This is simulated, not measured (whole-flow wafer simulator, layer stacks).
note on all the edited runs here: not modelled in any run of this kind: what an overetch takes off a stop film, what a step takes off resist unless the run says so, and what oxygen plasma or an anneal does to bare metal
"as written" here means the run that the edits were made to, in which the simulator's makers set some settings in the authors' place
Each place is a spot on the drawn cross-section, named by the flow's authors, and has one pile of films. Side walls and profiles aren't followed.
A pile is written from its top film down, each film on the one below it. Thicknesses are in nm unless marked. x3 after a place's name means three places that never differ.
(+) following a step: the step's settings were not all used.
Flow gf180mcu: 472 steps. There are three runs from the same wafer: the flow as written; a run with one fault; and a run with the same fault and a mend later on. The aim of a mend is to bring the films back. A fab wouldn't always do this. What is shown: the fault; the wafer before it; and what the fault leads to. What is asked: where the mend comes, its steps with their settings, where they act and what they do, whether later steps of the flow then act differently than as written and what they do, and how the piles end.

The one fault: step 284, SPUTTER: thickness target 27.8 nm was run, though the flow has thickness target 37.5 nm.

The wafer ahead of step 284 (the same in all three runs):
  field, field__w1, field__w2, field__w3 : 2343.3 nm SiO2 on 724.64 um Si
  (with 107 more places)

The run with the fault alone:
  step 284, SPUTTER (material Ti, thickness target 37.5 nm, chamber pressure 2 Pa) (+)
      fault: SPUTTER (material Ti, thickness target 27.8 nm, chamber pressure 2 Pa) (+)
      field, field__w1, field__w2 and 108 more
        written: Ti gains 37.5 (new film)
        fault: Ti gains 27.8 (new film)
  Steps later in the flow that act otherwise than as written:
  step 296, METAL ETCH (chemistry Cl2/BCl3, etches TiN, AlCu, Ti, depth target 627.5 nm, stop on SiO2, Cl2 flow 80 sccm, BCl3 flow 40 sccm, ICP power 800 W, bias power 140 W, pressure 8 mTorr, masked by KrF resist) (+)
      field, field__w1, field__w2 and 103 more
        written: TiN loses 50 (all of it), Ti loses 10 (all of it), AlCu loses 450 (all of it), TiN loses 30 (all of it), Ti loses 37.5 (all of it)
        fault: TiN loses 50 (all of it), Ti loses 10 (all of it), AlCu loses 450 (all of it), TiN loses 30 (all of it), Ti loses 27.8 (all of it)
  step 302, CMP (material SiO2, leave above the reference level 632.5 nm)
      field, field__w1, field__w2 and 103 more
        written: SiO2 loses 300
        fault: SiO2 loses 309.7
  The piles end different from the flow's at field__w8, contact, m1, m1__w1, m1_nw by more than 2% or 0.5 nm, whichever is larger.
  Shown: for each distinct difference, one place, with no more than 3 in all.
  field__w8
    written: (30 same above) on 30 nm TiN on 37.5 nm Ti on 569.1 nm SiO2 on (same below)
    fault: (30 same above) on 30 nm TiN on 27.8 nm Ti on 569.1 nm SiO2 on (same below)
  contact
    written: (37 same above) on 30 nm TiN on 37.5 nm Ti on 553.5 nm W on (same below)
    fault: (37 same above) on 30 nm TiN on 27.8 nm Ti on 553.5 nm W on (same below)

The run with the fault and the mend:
  After step 284 comes the mend.
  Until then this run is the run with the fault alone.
  step 284a, SPUTTER (material Ti, thickness target 9.7 nm, chamber pressure 2 Pa) (+) (the flow's step 284, run once more with other settings)
      field, field__w1, field__w2 and 108 more
        Ti gains 9.7
  Later steps of the flow that are run all act as written at every place that is followed.
  The piles end the same as the flow's at every place that both follow.
